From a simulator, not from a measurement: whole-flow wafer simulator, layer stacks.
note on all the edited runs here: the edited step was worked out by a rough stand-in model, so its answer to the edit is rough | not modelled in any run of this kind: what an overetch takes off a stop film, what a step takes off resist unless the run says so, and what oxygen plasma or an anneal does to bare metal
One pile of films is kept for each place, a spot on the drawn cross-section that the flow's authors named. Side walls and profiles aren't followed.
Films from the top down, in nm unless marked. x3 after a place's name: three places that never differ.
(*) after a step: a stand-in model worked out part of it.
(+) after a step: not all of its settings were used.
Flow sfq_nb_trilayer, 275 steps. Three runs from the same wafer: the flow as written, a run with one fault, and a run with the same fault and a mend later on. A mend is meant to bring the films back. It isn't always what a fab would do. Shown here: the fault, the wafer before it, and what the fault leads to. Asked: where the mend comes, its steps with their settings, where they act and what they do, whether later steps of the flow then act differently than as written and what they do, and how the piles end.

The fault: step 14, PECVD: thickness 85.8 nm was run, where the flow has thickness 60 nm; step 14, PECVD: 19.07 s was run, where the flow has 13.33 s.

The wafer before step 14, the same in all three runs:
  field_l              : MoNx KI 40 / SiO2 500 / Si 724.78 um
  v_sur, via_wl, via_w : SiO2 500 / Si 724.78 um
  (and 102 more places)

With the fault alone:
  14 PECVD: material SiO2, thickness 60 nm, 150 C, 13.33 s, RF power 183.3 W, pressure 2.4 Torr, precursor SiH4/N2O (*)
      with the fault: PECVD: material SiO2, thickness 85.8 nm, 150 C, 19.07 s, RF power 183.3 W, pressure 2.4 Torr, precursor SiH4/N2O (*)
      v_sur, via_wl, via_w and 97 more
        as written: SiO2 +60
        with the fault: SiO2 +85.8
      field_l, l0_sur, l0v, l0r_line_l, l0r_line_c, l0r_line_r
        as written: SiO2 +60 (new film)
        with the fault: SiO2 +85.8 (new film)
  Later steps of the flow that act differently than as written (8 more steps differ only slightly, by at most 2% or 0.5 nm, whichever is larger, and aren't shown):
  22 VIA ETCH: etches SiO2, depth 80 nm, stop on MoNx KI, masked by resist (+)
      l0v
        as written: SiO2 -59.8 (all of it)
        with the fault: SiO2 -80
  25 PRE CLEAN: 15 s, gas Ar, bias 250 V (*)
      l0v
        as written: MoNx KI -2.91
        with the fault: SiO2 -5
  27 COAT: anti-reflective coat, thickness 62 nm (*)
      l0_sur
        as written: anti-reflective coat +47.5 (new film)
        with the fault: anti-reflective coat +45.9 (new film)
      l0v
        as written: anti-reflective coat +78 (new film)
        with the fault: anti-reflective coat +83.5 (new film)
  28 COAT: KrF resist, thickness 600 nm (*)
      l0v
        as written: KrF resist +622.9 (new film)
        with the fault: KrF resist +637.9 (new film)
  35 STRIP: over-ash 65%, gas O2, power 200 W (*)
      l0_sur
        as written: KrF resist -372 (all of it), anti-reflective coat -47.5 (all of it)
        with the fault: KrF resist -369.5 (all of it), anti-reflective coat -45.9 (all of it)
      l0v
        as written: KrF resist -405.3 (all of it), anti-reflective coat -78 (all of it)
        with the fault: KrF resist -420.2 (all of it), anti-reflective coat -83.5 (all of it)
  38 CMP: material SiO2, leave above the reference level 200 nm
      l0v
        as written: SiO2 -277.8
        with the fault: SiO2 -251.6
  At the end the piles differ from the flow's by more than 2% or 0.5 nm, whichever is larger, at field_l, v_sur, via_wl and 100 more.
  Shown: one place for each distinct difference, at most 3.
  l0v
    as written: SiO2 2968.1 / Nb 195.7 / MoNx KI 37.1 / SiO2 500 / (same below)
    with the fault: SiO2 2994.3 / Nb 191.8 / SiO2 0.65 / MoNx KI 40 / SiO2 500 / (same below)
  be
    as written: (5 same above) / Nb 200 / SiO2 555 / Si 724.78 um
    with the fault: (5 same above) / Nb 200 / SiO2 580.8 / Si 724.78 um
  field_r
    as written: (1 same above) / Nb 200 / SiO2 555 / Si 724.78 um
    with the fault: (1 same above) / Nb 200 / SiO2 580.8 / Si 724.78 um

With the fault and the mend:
  The mend comes after step 20.
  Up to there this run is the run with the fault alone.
  20a STRIP: over-ash 65%, gas O2, power 200 W (*)
      p4_fl x3, p4_w1 x9, p4_g1 x2 and 59 more
        KrF resist -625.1 (all of it), anti-reflective coat -62 (all of it)
      ce_l, c5j, ce_r, sp_r, be_r, r_sur
        KrF resist -632 (all of it), anti-reflective coat -63.7 (all of it)
      gap, jj_sur, res
        KrF resist -632.1 (all of it), anti-reflective coat -63.7 (all of it)
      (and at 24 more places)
  20b VIA ETCH: etches SiO2, depth 25.8 nm
      field_l, v_sur, via_wl and 103 more
        SiO2 -25.8
  20c COAT: anti-reflective coat, thickness 62 nm (*) (the flow's step 15 once more)
      p4_fl x3, p4_w1 x9, p4_g1 x2 and 59 more
        anti-reflective coat +62 (new film)
      be_sur, gap, jj_sur and 8 more
        anti-reflective coat +63.7 (new film)
      wire, be, moat, field_r
        anti-reflective coat +63.8 (new film)
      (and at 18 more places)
  20d COAT: KrF resist, thickness 650 nm (*) (the flow's step 16 once more)
      p4_fl x3, p4_w1 x9, p4_g1 x2 and 59 more
        KrF resist +650 (new film)
      ce_l, c5j, ce_r, sp_r, be_r
        KrF resist +656.9 (new film)
      gap, jj_sur, r_sur, res
        KrF resist +657 (new film)
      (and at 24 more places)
  20e SOFTBAKE: KrF resist (the flow's step 17 once more)
      changes no film at any place that is followed
  20f EXPOSE: photomask L0V, dose 12.41 mJ/cm2, NA 0.6, wavelength 248 nm (*) (the flow's step 18 once more)
      changes no film at any place that is followed
  20g PEB: KrF resist, 90 s (the flow's step 19 once more)
      p4_fl x3, p4_w1 x9, p4_g1 x2 and 59 more
        KrF resist -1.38
      via_v, wire, be and 15 more
        KrF resist -1.39
      v_sur, via_w, via_wr, via_sp, lsp_m, ln_m6, lsp_r
        KrF resist -1.4
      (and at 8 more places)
  20h DEVELOP: KrF resist, thickness 650 nm, 60 s (the flow's step 20 once more)
      field_l, v_sur, via_wl and 102 more
        KrF resist -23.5
      l0v
        KrF resist -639 (all of it)
  No later step of the flow acts differently than as written, at any place that is followed, by more than 2% or 0.5 nm, whichever is larger.
  At the end the piles are the same as the flow's at every place that both follow.
